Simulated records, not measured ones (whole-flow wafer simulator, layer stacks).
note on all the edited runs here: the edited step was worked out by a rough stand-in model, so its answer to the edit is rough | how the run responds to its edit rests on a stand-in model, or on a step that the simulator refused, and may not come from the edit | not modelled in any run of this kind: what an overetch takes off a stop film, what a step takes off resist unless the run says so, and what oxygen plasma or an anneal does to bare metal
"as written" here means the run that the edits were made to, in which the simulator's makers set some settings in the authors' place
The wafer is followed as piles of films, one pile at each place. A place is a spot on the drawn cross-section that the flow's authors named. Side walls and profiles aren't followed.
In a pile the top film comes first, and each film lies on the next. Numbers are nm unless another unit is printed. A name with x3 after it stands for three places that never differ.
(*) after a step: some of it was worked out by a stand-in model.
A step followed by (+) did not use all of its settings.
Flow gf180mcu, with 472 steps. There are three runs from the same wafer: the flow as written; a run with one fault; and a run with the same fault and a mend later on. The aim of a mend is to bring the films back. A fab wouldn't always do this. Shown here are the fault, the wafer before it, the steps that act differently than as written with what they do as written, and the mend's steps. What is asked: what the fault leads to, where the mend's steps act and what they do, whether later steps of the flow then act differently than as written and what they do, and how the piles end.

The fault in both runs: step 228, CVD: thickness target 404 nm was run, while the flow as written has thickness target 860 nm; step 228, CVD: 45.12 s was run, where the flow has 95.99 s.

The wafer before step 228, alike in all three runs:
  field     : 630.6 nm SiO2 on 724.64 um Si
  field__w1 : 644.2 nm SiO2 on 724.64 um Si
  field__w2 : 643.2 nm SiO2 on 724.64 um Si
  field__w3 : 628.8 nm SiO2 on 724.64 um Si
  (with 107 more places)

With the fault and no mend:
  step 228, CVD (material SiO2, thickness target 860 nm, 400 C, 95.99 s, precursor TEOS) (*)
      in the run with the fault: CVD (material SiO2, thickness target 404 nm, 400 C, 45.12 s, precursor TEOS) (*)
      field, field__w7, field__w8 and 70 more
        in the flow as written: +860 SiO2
        in the run with the fault: +413.8 SiO2
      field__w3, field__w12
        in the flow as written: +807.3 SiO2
        in the run with the fault: +392.1 SiO2
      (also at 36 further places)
  Later steps of the flow acting differently than as written:
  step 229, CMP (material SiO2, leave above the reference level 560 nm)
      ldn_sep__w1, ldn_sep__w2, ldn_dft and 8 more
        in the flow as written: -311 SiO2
        in the run with the fault: nothing
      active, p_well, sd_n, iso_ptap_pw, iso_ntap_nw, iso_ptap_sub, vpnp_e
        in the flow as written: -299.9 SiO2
        in the run with the fault: nothing
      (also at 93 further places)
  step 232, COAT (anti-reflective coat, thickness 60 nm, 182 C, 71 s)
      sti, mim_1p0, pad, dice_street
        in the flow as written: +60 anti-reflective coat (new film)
        in the run with the fault: +63.1 anti-reflective coat (new film)
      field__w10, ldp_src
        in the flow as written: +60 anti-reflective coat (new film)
        in the run with the fault: +130.2 anti-reflective coat (new film)
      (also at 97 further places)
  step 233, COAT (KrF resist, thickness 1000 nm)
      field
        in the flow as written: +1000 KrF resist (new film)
        in the run with the fault: +1023 KrF resist (new film)
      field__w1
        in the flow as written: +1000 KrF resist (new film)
        in the run with the fault: +1028.5 KrF resist (new film)
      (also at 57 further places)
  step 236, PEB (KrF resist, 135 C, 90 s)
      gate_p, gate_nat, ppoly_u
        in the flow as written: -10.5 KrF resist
        in the run with the fault: -9.65 KrF resist
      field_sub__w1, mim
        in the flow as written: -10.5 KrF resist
        in the run with the fault: -11.5 KrF resist
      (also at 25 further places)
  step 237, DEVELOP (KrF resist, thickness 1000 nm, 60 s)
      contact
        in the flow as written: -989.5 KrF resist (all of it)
        in the run with the fault: -1030 KrF resist (all of it)
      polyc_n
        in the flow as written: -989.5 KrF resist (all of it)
        in the run with the fault: -924.3 KrF resist (all of it)
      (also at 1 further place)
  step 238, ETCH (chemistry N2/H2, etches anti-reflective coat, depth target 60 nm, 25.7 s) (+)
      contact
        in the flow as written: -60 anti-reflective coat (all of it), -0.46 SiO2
        in the run with the fault: -56.8 anti-reflective coat (all of it), -0.54 SiO2
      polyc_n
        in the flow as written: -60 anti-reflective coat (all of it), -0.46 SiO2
        in the run with the fault: -19.5 anti-reflective coat (all of it), -1.5 SiO2
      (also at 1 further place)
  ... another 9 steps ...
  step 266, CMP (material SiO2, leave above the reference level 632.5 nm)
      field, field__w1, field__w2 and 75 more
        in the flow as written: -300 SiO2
        in the run with the fault: -287.7 SiO2
  The piles end different from the flow's at field, field__w1, field__w2 and 81 more by more than 2% or 0.5 nm, whichever is larger.
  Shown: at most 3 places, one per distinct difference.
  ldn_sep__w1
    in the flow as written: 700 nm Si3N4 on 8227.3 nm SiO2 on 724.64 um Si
    in the run with the fault: 700 nm Si3N4 on 7042.5 nm SiO2 on 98 nm W on 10 nm TiN on 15 nm Ti on 1065.1 nm SiO2 on 724.64 um Si
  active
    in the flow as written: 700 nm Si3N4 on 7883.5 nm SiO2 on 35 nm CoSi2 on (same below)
    in the run with the fault: 700 nm Si3N4 on 7042.5 nm SiO2 on 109 nm W on 10 nm TiN on 15 nm Ti on 710.3 nm SiO2 on 35 nm CoSi2 on (same below)
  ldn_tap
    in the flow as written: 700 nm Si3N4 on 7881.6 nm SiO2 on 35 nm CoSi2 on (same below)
    in the run with the fault: 700 nm Si3N4 on 7042.5 nm SiO2 on 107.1 nm W on 10 nm TiN on 15 nm Ti on 710.3 nm SiO2 on 35 nm CoSi2 on (same below)

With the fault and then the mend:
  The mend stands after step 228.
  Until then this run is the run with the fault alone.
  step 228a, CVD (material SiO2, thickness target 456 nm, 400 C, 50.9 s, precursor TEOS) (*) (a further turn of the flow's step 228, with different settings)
      field, field__w7, field__w8 and 72 more
        +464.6 SiO2
      field__w1, contact, active_hv
        +455.8 SiO2
      field_sub, field_sub__w2, sd_p
        +451.8 SiO2
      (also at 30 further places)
  Later steps of the flow acting differently than as written:
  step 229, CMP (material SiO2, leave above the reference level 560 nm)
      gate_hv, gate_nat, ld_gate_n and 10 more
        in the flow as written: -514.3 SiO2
        in the run with the mend: -532.6 SiO2
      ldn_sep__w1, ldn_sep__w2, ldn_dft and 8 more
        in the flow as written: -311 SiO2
        in the run with the mend: -329.3 SiO2
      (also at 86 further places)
  By the end, the piles equal the flow's at every place that both follow.
